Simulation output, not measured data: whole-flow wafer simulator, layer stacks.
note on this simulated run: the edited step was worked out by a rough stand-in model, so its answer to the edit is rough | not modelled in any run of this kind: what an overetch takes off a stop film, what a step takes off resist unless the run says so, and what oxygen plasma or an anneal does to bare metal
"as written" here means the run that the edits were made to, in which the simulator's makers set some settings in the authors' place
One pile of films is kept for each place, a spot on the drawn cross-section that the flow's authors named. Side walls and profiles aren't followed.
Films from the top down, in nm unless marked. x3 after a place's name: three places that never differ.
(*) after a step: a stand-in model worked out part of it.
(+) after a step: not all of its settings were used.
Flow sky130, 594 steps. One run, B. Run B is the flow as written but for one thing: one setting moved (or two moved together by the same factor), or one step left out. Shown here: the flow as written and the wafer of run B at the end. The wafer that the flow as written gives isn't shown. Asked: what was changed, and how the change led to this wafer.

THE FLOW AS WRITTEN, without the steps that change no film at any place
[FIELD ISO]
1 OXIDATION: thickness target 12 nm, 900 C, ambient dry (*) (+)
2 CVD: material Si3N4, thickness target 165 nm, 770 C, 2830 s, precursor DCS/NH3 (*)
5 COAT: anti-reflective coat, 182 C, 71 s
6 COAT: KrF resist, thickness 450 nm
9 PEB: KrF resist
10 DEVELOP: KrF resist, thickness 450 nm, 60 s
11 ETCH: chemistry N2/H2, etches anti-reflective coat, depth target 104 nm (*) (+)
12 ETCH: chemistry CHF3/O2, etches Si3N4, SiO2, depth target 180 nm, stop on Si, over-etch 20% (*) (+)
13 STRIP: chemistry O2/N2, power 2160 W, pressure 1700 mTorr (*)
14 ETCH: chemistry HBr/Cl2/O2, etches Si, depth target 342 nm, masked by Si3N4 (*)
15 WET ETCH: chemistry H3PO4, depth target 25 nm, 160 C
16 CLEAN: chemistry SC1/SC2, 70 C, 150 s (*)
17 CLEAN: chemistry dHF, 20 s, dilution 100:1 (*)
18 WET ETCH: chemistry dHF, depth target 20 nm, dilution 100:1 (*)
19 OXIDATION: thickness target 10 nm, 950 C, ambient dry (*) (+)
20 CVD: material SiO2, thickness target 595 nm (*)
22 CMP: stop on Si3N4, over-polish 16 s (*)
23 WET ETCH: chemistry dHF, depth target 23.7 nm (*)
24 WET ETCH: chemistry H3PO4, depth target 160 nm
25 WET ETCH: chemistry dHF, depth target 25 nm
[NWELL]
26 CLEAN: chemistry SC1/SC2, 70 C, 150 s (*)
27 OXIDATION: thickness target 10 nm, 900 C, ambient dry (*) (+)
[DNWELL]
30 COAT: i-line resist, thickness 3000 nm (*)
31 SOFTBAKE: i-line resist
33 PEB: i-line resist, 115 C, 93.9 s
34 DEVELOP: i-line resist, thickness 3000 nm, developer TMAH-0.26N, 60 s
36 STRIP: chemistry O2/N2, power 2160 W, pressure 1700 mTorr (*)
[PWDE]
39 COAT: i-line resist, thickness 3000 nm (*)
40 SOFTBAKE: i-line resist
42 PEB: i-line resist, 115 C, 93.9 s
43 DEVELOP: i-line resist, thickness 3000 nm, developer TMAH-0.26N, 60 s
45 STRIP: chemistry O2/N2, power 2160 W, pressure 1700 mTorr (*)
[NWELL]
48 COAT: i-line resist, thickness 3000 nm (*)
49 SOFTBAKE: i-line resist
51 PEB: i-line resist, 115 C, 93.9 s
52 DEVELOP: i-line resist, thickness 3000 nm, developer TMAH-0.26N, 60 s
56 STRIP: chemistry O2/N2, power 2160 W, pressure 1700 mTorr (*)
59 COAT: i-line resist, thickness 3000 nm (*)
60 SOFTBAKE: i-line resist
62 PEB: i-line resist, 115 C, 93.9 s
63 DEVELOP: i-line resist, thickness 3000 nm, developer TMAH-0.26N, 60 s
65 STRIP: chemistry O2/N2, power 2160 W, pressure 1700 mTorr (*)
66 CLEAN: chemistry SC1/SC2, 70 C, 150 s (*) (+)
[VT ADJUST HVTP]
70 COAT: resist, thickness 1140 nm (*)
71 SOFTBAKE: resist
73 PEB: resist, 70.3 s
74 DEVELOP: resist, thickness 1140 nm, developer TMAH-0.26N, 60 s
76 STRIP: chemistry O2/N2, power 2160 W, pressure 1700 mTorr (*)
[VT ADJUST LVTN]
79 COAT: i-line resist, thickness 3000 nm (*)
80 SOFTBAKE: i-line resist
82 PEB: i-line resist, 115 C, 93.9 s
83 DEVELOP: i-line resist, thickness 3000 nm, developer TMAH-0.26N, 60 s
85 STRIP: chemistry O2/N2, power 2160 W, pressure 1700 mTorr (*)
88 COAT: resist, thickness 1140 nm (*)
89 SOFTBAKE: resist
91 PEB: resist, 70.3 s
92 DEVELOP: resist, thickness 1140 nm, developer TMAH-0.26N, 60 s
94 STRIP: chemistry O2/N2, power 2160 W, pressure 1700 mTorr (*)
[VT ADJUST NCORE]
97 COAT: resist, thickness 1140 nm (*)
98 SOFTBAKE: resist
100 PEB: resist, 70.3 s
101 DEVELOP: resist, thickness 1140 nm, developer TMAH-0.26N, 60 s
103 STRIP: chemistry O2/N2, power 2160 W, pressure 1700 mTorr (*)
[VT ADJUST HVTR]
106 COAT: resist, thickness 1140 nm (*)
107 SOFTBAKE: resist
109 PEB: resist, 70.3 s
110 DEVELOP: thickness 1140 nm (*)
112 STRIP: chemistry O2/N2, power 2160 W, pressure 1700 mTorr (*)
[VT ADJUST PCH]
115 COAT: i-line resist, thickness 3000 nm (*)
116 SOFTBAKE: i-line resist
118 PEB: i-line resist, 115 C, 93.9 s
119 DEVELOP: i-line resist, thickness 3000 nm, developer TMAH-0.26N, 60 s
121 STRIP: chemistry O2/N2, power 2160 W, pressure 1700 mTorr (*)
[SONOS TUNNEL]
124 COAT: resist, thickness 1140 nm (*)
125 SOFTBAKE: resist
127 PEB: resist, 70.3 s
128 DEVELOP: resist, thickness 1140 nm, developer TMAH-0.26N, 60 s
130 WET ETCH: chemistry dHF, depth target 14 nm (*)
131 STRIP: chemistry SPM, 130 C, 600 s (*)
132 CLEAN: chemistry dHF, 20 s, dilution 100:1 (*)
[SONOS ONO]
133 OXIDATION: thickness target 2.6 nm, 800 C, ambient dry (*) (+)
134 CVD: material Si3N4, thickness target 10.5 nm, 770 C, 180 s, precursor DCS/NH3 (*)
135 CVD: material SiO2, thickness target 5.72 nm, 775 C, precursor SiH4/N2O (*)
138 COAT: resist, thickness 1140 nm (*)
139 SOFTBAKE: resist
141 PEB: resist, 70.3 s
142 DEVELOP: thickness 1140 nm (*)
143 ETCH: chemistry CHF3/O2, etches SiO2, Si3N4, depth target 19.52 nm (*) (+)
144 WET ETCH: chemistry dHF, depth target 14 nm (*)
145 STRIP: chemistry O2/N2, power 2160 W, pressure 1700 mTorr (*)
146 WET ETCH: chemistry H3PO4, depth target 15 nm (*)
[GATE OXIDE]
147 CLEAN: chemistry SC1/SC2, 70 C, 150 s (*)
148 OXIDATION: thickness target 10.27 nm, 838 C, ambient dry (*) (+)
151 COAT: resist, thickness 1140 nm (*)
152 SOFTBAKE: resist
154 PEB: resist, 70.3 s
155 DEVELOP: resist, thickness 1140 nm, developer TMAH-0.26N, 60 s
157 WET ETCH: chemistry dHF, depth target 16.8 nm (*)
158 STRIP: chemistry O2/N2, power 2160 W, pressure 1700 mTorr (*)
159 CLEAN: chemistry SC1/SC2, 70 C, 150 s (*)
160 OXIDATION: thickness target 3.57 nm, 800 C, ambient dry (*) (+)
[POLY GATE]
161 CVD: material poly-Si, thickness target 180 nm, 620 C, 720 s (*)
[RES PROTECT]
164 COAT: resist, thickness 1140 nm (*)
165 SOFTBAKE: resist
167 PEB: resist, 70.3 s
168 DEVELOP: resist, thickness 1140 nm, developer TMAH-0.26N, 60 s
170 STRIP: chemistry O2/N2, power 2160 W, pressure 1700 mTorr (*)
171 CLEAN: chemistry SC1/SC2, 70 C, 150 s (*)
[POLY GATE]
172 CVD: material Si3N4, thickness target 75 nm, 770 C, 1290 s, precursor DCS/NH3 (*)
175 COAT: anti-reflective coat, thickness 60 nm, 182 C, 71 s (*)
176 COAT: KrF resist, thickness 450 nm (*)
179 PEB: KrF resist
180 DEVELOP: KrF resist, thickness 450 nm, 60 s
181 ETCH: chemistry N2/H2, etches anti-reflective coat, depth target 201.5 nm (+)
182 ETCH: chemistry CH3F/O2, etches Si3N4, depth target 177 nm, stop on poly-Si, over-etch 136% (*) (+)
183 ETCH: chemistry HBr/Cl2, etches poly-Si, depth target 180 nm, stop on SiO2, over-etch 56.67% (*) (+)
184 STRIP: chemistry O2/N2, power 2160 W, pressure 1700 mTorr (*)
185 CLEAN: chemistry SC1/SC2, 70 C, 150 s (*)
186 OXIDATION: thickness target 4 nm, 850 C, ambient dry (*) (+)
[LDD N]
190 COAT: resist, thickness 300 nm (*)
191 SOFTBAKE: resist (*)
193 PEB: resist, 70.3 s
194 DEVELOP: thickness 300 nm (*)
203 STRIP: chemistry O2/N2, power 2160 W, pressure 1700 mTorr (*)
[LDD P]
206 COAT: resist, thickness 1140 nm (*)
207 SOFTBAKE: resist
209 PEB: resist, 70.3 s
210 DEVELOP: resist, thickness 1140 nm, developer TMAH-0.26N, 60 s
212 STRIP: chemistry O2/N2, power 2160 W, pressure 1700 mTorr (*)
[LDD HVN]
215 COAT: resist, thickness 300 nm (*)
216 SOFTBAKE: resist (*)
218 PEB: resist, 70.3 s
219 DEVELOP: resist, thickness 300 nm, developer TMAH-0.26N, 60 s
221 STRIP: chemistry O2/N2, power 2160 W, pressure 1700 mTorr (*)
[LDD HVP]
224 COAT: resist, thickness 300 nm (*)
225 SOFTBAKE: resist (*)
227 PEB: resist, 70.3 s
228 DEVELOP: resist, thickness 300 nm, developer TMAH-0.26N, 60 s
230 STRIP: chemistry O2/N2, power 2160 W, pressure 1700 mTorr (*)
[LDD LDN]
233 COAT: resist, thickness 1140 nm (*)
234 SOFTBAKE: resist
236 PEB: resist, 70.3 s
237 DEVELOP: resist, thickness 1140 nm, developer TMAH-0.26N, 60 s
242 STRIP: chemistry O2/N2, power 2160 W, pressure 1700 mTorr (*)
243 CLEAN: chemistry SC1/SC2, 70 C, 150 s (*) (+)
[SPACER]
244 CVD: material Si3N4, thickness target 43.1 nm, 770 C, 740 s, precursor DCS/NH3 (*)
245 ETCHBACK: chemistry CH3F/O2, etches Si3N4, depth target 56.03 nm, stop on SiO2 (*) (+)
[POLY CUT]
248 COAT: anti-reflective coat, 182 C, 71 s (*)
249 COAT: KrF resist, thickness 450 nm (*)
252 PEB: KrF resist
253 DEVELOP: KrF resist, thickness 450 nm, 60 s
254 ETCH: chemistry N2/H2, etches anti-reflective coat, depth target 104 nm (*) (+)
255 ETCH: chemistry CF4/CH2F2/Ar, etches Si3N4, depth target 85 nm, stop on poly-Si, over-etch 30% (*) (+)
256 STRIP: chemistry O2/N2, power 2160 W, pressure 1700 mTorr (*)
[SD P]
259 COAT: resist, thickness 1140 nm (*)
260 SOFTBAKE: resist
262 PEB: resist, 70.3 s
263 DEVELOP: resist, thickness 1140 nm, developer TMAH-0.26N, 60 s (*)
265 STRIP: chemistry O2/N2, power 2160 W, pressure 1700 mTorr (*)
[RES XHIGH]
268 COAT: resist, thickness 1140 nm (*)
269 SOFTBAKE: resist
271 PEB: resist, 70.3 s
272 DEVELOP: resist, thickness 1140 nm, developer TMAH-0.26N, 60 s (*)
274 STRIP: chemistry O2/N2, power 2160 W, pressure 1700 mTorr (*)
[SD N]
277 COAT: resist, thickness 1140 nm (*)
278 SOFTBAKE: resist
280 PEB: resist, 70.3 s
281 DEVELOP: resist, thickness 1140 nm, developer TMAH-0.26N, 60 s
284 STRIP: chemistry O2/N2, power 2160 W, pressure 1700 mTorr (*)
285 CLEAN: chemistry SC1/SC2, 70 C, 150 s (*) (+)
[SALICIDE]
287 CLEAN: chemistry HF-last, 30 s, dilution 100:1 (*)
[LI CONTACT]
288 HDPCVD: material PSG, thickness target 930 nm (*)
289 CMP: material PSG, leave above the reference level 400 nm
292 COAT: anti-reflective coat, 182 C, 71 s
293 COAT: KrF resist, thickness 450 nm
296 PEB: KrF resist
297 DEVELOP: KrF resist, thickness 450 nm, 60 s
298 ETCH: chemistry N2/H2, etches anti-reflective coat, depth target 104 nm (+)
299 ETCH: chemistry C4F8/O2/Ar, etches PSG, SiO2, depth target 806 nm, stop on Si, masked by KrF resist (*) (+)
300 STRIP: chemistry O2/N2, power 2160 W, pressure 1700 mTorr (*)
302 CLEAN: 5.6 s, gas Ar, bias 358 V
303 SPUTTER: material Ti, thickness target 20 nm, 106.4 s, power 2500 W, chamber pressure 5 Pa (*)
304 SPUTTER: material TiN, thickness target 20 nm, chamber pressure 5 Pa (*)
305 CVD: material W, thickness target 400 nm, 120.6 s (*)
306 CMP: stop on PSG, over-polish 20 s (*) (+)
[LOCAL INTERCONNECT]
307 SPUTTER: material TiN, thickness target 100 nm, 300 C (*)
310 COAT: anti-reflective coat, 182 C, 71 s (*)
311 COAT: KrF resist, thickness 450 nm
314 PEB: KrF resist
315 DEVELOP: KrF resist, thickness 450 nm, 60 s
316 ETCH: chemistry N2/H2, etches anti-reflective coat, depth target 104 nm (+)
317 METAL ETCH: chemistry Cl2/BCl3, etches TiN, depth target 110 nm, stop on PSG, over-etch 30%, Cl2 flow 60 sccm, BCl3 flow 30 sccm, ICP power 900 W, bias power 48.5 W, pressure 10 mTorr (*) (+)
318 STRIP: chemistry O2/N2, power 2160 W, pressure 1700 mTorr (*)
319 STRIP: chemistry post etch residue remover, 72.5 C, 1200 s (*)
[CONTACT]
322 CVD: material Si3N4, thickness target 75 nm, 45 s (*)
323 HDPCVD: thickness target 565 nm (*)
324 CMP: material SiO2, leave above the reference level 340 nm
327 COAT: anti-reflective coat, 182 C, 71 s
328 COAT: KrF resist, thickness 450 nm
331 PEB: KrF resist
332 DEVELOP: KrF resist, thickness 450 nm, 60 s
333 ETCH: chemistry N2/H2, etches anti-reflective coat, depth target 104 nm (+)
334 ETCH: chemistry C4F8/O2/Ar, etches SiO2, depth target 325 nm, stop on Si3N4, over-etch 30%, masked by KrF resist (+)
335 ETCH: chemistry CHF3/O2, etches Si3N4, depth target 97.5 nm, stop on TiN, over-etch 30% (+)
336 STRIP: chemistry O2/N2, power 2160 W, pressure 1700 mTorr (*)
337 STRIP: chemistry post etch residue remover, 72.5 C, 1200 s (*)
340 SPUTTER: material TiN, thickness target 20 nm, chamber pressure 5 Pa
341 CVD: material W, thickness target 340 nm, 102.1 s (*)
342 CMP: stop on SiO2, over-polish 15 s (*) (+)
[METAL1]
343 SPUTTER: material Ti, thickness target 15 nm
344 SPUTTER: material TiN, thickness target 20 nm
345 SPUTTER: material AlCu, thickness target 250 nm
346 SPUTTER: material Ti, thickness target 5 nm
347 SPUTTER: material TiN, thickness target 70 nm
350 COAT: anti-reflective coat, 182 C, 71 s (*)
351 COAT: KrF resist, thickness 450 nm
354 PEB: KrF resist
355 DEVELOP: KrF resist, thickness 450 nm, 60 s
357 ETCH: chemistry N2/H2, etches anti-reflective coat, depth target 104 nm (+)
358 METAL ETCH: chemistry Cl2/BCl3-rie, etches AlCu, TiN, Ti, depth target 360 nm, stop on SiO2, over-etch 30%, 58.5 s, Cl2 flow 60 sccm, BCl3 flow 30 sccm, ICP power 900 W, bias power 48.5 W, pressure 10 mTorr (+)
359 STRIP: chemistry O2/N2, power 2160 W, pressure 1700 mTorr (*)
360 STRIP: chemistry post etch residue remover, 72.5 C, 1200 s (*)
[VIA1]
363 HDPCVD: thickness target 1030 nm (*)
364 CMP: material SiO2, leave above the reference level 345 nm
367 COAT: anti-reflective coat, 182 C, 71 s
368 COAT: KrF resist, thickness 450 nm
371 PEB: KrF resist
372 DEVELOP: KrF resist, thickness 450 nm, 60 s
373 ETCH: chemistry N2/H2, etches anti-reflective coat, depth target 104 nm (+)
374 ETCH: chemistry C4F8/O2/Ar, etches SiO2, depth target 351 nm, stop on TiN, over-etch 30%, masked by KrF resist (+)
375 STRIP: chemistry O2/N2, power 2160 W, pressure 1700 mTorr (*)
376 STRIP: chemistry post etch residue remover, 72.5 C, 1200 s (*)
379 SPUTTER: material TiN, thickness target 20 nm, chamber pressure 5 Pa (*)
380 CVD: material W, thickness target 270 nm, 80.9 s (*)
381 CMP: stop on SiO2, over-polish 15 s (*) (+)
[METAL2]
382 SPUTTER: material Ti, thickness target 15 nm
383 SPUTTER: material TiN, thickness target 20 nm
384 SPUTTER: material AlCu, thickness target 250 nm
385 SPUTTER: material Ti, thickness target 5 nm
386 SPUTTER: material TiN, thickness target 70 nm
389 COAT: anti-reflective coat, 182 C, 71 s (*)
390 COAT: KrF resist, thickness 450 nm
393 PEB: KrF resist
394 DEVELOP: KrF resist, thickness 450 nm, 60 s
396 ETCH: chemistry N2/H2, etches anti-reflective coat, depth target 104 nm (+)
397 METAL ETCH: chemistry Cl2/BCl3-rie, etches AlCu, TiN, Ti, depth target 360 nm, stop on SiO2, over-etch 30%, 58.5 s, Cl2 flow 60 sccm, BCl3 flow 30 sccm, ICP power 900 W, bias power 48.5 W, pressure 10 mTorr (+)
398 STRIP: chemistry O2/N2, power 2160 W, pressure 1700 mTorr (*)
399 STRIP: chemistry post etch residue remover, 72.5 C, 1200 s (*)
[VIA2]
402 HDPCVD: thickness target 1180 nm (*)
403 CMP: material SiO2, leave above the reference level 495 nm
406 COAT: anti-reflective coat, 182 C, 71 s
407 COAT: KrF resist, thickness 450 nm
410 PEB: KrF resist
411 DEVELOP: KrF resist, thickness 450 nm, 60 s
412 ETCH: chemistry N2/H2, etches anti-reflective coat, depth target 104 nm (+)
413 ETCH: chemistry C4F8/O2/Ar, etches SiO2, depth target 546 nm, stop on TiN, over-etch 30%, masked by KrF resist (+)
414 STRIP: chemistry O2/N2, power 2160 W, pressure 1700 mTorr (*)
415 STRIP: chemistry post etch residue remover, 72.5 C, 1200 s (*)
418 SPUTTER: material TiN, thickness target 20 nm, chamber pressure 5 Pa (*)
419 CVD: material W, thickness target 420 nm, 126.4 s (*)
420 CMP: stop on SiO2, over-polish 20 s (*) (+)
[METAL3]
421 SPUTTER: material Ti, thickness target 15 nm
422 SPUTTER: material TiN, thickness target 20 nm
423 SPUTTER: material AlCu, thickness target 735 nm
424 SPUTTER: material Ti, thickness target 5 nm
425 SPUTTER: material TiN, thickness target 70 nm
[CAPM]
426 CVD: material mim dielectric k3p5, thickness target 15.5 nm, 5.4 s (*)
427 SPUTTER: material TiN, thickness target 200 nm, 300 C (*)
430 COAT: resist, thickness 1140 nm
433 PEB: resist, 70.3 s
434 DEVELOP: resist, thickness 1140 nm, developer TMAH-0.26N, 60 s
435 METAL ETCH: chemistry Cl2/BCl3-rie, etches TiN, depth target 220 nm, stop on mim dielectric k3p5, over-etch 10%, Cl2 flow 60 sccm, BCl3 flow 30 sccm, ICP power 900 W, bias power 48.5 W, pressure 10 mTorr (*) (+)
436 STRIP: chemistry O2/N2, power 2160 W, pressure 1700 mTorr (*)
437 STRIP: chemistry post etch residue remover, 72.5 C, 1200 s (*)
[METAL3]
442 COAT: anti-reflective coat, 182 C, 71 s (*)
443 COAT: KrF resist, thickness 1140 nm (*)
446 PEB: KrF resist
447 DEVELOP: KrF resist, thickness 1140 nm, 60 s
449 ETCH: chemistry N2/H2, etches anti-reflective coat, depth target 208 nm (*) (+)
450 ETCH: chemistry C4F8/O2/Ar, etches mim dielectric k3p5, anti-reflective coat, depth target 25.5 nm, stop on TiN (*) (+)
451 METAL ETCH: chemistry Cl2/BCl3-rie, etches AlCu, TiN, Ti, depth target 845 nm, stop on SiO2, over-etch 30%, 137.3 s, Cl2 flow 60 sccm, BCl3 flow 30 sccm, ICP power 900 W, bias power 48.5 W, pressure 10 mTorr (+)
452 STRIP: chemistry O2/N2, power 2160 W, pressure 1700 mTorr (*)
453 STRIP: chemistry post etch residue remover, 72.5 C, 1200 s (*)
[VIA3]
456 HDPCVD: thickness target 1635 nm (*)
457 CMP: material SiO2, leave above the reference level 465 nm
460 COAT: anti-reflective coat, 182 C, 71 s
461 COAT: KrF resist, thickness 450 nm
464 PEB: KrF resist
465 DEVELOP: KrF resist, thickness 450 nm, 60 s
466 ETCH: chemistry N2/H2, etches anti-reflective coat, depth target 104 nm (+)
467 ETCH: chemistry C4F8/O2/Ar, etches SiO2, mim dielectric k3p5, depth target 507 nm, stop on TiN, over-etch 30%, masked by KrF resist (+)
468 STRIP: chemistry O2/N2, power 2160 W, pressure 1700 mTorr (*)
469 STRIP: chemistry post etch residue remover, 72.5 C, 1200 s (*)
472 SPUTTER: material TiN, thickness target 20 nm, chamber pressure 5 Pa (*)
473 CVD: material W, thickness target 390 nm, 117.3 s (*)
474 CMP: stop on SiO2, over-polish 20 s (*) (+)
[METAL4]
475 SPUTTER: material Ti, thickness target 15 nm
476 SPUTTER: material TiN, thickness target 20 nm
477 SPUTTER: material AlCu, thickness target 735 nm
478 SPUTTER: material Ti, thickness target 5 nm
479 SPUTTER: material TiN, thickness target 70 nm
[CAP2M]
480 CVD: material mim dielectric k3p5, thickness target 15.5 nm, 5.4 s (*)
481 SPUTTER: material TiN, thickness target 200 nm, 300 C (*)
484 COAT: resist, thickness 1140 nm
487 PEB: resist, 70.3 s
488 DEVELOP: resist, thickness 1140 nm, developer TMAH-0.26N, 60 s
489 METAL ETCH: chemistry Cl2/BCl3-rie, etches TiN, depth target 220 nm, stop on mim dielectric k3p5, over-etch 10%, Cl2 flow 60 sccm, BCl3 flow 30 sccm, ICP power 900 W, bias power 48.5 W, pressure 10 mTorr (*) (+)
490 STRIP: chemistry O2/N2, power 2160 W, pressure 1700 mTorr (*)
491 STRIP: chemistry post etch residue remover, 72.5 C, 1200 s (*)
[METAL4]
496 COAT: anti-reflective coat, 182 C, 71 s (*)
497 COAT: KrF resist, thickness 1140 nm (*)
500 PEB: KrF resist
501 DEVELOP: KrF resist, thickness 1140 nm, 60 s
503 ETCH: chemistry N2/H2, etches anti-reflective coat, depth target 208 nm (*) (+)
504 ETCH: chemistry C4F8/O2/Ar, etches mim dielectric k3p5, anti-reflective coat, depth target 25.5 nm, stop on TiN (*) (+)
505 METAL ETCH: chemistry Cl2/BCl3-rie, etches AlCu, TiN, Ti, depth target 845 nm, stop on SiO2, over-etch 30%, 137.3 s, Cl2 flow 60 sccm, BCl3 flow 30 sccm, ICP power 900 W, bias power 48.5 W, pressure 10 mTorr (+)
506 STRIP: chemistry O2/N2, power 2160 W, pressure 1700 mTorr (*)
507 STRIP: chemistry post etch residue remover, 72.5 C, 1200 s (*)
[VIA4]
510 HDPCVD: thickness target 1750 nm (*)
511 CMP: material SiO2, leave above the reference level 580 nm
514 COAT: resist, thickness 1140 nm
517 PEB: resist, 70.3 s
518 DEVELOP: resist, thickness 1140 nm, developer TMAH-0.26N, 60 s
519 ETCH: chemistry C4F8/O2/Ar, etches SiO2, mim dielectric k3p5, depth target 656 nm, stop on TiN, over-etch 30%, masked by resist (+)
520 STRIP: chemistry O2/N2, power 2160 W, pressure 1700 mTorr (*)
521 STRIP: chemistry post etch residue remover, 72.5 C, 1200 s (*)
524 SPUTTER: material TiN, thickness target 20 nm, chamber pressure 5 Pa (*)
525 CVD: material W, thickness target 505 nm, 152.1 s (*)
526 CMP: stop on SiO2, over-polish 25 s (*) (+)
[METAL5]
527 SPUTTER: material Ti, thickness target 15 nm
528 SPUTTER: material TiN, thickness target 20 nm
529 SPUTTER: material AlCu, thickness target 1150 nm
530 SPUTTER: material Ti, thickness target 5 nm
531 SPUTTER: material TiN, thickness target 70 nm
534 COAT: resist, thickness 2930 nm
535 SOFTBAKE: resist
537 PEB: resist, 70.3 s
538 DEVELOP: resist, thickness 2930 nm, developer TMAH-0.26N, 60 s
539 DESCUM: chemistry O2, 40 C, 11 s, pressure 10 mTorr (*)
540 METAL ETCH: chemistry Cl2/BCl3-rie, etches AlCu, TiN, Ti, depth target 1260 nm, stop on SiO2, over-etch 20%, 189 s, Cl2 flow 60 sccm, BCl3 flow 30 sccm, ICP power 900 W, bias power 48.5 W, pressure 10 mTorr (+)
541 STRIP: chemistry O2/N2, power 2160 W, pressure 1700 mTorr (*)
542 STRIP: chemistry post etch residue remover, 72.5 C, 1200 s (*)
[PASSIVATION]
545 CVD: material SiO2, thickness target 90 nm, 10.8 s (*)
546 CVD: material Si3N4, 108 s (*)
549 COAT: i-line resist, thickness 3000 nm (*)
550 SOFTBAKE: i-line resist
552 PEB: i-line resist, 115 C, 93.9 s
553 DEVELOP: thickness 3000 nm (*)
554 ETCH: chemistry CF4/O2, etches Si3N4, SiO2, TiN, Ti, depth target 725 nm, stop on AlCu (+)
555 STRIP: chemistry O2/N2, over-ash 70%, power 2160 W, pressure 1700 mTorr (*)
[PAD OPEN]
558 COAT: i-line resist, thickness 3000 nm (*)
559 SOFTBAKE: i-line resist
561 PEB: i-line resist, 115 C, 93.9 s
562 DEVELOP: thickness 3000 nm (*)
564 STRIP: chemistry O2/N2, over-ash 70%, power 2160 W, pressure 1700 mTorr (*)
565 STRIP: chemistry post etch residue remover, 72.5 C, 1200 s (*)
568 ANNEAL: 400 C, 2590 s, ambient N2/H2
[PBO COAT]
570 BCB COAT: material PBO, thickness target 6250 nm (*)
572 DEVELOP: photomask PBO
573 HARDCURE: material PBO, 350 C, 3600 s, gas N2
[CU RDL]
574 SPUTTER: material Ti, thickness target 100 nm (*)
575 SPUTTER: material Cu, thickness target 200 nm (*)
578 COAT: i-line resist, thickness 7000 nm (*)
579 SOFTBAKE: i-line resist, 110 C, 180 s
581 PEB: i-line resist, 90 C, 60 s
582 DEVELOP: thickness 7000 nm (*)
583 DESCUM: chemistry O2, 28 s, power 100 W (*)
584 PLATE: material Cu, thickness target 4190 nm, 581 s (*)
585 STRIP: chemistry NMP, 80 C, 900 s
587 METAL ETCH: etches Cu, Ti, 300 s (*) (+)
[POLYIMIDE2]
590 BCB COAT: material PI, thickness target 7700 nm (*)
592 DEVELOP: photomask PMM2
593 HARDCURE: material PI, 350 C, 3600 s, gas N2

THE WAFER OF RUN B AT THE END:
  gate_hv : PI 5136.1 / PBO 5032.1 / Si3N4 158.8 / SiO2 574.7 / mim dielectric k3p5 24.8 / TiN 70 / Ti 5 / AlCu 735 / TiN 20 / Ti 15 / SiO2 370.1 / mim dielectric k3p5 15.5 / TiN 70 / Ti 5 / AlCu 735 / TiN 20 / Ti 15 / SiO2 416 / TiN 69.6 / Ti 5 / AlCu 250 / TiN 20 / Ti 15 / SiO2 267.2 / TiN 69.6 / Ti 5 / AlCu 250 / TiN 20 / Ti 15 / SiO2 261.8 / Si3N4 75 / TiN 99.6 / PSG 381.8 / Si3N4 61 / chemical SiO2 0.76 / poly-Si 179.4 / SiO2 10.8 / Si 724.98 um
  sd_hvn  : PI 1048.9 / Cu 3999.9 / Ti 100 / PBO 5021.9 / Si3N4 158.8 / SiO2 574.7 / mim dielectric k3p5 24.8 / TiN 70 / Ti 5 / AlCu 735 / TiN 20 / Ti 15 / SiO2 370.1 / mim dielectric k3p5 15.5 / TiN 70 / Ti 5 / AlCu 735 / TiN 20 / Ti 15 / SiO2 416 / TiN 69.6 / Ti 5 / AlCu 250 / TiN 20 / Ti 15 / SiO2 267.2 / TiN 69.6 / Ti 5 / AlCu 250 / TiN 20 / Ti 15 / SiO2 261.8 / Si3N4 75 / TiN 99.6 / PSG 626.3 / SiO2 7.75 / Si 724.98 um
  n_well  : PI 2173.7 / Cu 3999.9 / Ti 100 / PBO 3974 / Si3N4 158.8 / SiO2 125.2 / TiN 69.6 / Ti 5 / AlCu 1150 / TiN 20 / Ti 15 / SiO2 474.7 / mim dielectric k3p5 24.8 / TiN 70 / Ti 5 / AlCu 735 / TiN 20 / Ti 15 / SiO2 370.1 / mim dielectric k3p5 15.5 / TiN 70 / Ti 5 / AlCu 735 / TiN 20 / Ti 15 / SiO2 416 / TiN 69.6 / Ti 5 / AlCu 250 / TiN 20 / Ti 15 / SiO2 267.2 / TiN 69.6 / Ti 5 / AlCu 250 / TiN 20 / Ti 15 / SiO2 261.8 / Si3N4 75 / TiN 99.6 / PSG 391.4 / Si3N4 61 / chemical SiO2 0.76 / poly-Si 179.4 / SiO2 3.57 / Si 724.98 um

The cause: step 480, CVD: thickness target 24.8 nm was run, where the flow has thickness target 15.5 nm; step 480, CVD: 8.64 s was run, where the flow has 5.4 s.
It can be read off the wafer: gate_hv has mim dielectric k3p5 24.8, and step 480 as written asks for 15.5 nm.

How the change led to this, step by step:
  480 CVD: material mim dielectric k3p5, thickness target 15.5 nm, 5.4 s (*)
      field, active, n_well and 189 more: mim dielectric k3p5 +24.8 (new film) (as written it would be: mim dielectric k3p5 +15.5 (new film))
  504 ETCH: chemistry C4F8/O2/Ar, etches mim dielectric k3p5, anti-reflective coat, depth target 25.5 nm, stop on TiN (*) (+)
      n_well, p_well, gate_hv and 102 more: KrF resist -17 (as written it would be: KrF resist -15.5)
      field, active, gate and 85 more: mim dielectric k3p5 -24.8 (all of it) (as written it would be: mim dielectric k3p5 -15.5 (all of it))
  519 ETCH: chemistry C4F8/O2/Ar, etches SiO2, mim dielectric k3p5, depth target 656 nm, stop on TiN, over-etch 30%, masked by resist (+)
      m1: SiO2 -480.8 (all of it), mim dielectric k3p5 -24.8 (all of it) (as written it would be: SiO2 -490.1 (all of it), mim dielectric k3p5 -15.5 (all of it))
      via4_hole: SiO2 -480.2 (all of it), mim dielectric k3p5 -24.8 (all of it) (as written it would be: SiO2 -489.5 (all of it), mim dielectric k3p5 -15.5 (all of it))
